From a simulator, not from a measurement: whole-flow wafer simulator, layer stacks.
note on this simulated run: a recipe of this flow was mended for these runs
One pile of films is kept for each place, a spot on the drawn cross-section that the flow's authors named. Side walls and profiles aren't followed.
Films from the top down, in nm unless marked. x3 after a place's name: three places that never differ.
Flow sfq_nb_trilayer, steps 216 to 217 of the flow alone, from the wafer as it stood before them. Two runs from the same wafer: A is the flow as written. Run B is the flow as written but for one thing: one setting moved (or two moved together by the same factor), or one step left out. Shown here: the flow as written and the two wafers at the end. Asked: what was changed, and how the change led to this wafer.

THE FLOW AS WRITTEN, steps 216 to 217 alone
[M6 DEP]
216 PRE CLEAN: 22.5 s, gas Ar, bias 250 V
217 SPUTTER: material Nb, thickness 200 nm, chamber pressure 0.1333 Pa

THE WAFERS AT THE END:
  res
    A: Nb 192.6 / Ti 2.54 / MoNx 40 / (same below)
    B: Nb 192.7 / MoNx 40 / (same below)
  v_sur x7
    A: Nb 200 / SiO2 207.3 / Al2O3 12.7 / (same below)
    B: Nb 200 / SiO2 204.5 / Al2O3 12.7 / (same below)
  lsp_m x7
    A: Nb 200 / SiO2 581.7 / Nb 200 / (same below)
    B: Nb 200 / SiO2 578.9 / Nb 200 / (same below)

The cause: step 216, PRE CLEAN: 30.9 s was run, where the flow has 22.5 s.

How the change led to this, step by step:
  216 PRE CLEAN: 22.5 s, gas Ar, bias 250 V
      res: A Ti -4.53 | B Ti -7.07 (all of it)
      field_l x2, v_sur x7, via_wl x2 and 92 more: A SiO2 -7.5 | B SiO2 -10.3
      (and at 2 more places)
